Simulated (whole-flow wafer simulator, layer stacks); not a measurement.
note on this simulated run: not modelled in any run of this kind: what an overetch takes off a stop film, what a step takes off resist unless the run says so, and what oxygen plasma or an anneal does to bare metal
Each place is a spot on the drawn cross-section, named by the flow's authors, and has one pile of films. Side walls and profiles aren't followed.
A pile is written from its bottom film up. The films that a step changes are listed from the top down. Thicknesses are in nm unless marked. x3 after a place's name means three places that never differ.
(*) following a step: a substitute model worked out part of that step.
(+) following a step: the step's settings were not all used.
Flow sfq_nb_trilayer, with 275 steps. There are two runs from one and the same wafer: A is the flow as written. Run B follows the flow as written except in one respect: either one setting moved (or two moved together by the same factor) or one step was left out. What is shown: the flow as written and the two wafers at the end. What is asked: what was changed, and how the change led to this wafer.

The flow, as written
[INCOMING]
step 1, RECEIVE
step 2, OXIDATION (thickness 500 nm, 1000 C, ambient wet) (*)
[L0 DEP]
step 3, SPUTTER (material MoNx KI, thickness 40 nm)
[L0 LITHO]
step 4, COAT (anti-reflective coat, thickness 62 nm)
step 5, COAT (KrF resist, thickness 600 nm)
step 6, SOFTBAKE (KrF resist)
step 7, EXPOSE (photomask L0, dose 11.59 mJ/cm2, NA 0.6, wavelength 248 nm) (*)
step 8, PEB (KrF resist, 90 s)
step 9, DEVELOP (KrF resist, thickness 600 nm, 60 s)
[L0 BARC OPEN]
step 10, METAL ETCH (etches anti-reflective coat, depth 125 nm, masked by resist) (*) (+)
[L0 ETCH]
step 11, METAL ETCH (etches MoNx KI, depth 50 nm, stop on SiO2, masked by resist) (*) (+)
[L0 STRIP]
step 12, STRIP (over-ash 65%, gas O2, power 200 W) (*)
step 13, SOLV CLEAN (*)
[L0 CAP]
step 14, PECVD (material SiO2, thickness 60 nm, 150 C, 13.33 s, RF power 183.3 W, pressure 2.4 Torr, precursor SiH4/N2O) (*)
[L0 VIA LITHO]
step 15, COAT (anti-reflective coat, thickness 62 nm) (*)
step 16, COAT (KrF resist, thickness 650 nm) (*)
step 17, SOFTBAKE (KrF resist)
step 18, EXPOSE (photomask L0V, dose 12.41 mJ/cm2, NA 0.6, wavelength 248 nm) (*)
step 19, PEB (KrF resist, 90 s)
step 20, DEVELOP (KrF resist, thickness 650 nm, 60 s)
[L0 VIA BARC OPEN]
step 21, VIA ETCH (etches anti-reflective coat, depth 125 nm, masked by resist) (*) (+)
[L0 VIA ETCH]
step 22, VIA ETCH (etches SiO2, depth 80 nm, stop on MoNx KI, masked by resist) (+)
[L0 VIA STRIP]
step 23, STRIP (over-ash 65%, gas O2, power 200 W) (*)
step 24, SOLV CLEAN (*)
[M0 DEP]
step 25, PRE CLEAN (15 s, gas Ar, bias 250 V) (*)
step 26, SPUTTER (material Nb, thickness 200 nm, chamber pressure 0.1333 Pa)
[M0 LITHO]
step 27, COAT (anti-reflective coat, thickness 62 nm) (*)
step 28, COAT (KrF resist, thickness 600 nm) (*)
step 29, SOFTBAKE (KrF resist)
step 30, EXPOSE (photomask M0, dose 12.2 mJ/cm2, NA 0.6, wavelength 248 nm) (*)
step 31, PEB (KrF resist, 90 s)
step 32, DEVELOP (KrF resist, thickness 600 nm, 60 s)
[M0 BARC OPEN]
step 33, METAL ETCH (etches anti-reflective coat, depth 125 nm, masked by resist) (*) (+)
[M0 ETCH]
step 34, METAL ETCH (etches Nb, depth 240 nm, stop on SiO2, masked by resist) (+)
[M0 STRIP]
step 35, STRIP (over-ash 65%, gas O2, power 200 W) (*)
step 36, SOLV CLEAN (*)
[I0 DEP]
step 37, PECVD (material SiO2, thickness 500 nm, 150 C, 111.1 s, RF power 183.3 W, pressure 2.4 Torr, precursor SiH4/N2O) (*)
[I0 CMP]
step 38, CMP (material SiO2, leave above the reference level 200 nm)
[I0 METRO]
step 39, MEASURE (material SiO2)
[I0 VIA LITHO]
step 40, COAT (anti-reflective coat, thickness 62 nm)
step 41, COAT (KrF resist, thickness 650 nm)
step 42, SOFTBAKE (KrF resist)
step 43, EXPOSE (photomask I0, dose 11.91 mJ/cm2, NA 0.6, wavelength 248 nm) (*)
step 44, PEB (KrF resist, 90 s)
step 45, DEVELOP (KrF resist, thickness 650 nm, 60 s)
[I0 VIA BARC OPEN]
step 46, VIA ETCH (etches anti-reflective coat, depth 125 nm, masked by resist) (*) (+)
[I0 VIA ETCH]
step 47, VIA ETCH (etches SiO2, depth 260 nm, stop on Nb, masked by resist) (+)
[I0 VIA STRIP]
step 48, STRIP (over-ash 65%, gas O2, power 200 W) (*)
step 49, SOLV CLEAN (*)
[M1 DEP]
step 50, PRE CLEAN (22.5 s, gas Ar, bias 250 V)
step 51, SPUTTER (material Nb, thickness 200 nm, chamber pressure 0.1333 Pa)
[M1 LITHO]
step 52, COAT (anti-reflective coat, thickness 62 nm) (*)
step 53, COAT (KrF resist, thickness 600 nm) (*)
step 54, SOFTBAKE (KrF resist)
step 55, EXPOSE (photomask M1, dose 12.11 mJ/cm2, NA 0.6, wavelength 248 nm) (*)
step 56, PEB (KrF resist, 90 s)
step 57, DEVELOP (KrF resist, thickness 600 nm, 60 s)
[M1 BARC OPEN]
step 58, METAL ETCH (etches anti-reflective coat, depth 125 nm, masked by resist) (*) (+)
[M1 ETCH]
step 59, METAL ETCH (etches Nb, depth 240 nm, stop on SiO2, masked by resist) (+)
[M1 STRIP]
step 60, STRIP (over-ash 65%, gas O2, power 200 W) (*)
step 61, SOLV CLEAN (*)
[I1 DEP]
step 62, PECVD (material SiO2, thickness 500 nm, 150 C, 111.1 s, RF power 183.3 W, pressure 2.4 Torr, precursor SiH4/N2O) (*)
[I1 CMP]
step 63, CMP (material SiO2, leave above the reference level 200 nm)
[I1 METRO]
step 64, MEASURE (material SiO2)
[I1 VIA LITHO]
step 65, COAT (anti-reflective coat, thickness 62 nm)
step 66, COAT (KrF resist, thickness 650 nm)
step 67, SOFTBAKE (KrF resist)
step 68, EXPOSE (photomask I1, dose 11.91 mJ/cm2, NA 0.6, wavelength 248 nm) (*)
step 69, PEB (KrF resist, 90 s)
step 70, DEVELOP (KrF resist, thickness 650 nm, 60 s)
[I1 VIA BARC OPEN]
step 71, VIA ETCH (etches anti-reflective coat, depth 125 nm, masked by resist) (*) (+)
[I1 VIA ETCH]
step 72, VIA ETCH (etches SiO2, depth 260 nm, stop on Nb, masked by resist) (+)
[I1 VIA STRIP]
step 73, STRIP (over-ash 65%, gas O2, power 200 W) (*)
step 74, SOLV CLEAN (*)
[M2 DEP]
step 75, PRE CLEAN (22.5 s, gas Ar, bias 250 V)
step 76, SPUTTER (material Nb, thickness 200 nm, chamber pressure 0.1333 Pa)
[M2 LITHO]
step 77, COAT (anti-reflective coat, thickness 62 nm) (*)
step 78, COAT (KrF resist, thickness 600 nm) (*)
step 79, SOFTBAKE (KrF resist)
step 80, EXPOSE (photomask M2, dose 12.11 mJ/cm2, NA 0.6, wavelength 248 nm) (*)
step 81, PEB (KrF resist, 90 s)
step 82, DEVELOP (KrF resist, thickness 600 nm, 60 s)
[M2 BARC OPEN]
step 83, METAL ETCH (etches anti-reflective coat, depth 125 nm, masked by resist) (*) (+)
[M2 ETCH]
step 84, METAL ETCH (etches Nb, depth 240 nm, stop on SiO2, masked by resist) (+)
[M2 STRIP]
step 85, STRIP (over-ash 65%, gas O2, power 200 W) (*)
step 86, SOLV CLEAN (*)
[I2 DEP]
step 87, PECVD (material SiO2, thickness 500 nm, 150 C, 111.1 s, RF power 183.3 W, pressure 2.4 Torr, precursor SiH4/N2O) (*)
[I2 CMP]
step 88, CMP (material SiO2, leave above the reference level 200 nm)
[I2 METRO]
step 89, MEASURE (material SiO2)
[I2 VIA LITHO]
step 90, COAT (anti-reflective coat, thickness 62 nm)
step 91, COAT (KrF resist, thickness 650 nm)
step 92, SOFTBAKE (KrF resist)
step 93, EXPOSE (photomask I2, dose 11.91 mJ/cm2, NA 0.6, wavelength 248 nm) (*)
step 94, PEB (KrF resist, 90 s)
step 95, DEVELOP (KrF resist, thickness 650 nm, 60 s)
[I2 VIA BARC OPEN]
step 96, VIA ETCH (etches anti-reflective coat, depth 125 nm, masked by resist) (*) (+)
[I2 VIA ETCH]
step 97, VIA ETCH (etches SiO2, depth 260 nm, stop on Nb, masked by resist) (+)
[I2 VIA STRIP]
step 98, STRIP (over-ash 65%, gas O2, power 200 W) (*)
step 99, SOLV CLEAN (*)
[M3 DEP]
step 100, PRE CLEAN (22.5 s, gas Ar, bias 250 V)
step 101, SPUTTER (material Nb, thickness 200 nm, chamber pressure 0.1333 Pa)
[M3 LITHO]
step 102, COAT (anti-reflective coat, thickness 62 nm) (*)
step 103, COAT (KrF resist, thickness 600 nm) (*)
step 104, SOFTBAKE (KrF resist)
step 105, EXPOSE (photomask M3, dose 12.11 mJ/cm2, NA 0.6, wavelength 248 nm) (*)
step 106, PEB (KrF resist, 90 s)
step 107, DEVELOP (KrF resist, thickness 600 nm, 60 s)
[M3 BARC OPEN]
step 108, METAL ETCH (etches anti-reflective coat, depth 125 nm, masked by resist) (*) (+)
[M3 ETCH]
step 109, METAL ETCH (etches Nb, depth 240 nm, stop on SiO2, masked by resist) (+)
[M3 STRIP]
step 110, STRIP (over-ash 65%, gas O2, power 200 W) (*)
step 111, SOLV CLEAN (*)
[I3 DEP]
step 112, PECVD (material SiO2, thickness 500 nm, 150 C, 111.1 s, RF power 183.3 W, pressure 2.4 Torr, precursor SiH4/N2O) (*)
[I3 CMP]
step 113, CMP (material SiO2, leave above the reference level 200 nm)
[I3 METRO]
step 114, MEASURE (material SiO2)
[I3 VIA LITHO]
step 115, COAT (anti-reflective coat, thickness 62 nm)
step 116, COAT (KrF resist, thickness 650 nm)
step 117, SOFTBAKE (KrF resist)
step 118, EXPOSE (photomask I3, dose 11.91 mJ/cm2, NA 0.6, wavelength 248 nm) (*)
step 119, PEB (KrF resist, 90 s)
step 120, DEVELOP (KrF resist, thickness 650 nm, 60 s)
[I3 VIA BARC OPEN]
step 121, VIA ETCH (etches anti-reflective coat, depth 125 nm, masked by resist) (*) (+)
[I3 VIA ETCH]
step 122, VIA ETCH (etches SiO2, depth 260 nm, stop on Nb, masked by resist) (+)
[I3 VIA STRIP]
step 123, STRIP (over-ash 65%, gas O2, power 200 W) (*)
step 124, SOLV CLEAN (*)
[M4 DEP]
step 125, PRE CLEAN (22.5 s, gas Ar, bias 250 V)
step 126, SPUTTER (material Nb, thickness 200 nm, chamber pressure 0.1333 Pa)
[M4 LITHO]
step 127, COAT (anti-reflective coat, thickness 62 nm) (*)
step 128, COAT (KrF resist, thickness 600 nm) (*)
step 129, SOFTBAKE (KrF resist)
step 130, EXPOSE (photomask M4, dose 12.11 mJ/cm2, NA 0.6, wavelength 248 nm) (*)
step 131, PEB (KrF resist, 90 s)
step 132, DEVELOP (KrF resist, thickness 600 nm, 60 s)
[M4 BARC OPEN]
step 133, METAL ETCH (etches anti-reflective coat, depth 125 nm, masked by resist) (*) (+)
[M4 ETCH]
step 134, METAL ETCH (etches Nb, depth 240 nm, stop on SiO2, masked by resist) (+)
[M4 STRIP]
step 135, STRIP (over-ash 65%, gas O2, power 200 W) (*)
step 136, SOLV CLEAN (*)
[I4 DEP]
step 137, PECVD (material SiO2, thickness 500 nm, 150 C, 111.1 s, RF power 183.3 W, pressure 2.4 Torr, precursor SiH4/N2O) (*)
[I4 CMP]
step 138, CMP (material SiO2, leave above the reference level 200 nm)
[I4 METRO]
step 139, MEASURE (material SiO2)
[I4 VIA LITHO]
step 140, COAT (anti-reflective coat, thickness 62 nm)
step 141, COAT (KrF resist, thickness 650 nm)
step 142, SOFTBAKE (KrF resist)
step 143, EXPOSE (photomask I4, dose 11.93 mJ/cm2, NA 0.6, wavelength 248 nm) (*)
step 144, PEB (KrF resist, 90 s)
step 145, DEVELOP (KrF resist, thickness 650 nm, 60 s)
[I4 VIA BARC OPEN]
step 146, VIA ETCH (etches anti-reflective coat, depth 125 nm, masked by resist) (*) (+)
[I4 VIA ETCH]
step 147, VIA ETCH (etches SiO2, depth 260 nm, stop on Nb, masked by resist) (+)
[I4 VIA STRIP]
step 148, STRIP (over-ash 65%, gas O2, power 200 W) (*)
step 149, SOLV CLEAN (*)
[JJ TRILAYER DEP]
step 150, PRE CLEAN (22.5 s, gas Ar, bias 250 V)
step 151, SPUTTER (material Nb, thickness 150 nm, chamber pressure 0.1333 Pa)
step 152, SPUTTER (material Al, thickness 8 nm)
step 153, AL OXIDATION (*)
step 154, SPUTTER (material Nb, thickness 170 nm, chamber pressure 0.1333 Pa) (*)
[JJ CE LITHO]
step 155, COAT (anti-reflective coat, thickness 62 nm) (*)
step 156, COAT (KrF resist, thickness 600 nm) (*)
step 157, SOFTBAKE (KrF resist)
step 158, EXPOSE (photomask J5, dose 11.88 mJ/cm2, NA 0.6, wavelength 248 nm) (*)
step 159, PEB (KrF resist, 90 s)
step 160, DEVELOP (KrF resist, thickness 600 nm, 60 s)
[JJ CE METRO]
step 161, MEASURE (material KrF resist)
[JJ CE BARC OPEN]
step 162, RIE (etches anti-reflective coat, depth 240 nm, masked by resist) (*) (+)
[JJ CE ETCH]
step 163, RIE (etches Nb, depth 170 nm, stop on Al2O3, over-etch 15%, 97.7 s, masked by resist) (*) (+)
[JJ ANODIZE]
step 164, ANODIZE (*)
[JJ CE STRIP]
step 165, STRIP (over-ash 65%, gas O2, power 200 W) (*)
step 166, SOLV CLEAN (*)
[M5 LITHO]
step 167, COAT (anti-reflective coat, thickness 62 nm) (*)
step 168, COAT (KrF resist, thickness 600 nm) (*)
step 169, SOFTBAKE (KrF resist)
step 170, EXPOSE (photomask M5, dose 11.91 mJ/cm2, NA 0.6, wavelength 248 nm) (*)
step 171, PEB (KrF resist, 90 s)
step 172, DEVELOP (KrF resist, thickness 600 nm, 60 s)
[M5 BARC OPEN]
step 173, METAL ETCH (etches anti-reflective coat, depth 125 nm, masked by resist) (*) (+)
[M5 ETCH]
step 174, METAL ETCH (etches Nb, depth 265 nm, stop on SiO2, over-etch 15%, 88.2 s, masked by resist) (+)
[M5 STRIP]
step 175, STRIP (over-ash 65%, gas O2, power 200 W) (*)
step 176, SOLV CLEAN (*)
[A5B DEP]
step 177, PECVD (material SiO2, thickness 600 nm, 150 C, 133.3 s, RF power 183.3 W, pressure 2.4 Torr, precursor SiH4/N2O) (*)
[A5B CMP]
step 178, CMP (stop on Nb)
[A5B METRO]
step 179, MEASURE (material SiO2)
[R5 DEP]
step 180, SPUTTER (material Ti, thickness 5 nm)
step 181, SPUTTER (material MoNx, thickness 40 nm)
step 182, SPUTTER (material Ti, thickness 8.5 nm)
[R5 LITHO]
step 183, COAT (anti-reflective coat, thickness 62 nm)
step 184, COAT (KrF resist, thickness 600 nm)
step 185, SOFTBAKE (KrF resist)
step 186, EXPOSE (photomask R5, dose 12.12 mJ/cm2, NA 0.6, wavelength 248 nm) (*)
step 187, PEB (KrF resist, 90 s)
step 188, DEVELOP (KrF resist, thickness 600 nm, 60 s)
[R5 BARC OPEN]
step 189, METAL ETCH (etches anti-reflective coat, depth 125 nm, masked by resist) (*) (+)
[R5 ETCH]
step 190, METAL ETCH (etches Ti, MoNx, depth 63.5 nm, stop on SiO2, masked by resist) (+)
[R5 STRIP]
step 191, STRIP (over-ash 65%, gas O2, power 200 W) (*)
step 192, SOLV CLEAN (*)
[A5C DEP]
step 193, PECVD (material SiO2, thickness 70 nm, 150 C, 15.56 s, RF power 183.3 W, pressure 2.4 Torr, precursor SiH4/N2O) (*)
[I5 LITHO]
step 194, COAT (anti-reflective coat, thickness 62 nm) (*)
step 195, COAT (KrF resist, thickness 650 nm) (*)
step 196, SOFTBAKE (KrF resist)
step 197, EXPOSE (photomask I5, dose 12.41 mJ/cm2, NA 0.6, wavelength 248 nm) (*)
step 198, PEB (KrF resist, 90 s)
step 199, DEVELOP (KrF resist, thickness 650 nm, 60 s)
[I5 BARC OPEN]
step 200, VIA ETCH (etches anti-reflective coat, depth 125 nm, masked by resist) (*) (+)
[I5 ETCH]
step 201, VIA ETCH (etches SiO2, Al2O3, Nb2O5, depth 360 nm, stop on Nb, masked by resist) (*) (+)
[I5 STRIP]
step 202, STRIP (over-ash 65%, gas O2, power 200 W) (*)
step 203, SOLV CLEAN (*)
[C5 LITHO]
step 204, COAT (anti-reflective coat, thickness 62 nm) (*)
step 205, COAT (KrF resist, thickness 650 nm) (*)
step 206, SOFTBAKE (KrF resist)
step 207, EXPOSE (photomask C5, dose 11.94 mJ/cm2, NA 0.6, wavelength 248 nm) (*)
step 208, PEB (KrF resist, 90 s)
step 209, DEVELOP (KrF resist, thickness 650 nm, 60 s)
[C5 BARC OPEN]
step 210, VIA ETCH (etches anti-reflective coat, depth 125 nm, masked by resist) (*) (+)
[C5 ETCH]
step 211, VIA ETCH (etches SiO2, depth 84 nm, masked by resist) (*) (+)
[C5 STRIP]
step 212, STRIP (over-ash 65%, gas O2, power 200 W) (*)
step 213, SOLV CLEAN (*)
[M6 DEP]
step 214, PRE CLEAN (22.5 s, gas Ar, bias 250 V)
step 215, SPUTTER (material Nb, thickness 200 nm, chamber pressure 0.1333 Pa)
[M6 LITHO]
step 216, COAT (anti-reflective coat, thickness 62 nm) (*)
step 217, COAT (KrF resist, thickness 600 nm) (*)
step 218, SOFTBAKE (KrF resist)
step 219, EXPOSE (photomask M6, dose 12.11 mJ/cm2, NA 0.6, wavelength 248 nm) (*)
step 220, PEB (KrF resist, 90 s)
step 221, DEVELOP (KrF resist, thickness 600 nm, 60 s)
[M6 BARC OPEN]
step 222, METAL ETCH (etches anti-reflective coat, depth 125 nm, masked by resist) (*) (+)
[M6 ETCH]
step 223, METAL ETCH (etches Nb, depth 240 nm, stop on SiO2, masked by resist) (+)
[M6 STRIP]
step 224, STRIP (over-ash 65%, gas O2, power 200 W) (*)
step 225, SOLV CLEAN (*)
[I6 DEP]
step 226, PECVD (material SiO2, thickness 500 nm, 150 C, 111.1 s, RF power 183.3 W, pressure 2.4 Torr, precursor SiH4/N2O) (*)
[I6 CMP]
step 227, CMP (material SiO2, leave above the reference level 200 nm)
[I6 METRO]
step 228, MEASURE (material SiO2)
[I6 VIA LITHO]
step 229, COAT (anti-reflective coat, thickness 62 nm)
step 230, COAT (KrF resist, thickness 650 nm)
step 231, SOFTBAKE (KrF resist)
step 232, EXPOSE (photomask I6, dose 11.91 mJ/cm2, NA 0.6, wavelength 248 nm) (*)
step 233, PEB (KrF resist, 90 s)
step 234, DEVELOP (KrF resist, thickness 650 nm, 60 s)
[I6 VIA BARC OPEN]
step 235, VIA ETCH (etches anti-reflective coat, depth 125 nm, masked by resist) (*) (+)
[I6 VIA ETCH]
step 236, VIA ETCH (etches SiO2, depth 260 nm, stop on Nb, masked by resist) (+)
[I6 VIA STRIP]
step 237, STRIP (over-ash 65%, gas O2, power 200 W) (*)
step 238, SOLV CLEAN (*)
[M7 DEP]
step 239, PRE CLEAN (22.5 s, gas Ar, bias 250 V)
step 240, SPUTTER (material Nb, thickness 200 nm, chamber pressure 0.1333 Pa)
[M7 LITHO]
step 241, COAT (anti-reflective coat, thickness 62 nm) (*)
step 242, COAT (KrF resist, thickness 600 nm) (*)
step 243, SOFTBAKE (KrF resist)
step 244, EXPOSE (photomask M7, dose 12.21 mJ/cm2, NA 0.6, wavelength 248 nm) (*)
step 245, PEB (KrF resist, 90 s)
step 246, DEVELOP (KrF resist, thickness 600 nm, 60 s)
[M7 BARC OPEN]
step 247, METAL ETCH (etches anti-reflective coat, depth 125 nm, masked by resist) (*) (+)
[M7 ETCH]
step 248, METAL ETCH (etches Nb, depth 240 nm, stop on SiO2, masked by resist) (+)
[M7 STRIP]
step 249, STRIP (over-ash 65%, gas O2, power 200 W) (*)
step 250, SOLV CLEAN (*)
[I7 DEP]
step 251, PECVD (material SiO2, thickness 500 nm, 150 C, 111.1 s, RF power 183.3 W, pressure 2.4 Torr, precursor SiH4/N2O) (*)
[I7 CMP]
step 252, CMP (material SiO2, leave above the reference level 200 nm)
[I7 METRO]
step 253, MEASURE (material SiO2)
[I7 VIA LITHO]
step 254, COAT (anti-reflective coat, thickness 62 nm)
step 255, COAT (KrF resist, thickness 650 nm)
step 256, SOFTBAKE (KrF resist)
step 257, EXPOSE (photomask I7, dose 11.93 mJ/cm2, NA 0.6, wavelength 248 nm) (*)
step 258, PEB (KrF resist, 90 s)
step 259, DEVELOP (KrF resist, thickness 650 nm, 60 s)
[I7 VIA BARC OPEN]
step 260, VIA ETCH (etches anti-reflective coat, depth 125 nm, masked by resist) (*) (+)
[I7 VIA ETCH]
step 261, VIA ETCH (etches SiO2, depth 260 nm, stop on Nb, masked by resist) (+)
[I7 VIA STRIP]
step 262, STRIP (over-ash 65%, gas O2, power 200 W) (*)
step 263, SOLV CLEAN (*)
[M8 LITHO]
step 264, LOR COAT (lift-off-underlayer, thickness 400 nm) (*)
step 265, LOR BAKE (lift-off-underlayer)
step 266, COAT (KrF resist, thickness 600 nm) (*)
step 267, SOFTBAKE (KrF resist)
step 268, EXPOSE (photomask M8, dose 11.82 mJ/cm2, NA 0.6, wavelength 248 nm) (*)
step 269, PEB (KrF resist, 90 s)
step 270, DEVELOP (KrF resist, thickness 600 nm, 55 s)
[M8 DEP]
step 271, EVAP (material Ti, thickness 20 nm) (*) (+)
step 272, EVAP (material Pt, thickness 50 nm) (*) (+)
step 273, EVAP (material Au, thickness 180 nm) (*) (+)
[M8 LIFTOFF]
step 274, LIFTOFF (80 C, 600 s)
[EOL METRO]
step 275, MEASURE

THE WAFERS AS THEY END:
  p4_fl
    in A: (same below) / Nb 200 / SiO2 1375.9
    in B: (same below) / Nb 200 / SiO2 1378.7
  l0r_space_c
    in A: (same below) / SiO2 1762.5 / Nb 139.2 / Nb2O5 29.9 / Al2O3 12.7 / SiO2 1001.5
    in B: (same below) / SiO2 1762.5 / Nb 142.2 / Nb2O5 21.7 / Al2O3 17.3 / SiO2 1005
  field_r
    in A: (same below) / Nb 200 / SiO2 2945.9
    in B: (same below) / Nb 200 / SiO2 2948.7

Cause: step 152, SPUTTER: thickness 10.8 nm was run, whereas the flow has thickness 8 nm.

How this came from the change, step by step:
  step 152, SPUTTER (material Al, thickness 8 nm)
      field_l, v_sur, via_sp and 100 more: A +8 Al (new film) | B +10.8 Al (new film)
      via_wl, via_wr: A +5.14 Al (new film) | B +6.94 Al (new film)
      (and at 1 other place as well)
  step 164, ANODIZE (*)
      field_l, v_sur, via_sp and 96 more: A +12.2 Al2O3, +29.9 Nb2O5 (new film), -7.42 Al (all of it), -10.8 Nb | B +16.9 Al2O3, +21.7 Nb2O5 (new film), -10.2 Al (all of it), -7.8 Nb
      via_wl, via_wr: A +7.52 Al2O3 (new film), +39.2 Nb2O5 (new film), -4.56 Al (all of it), -14.1 Nb | B +10.5 Al2O3 (new film), +33.9 Nb2O5 (new film), -6.36 Al (all of it), -12.2 Nb
      (and at 1 other place as well)
  step 174, METAL ETCH (etches Nb, depth 265 nm, stop on SiO2, over-etch 15%, 88.2 s, masked by resist) (+)
      field_l, r_sur, res and 50 more: A -12.6 Al2O3 (all of it), -29.9 Nb2O5 (all of it), -139.2 Nb (all of it), -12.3 SiO2 | B -17.2 Al2O3 (all of it), -21.7 Nb2O5 (all of it), -142.2 Nb (all of it), -12.4 SiO2
  step 201, VIA ETCH (etches SiO2, Al2O3, Nb2O5, depth 360 nm, stop on Nb, masked by resist) (*) (+)
      be: A -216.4 SiO2 (all of it), -12.7 Al2O3 (all of it), -29.9 Nb2O5 (all of it) | B -219.8 SiO2 (all of it), -17.3 Al2O3 (all of it), -21.7 Nb2O5 (all of it)
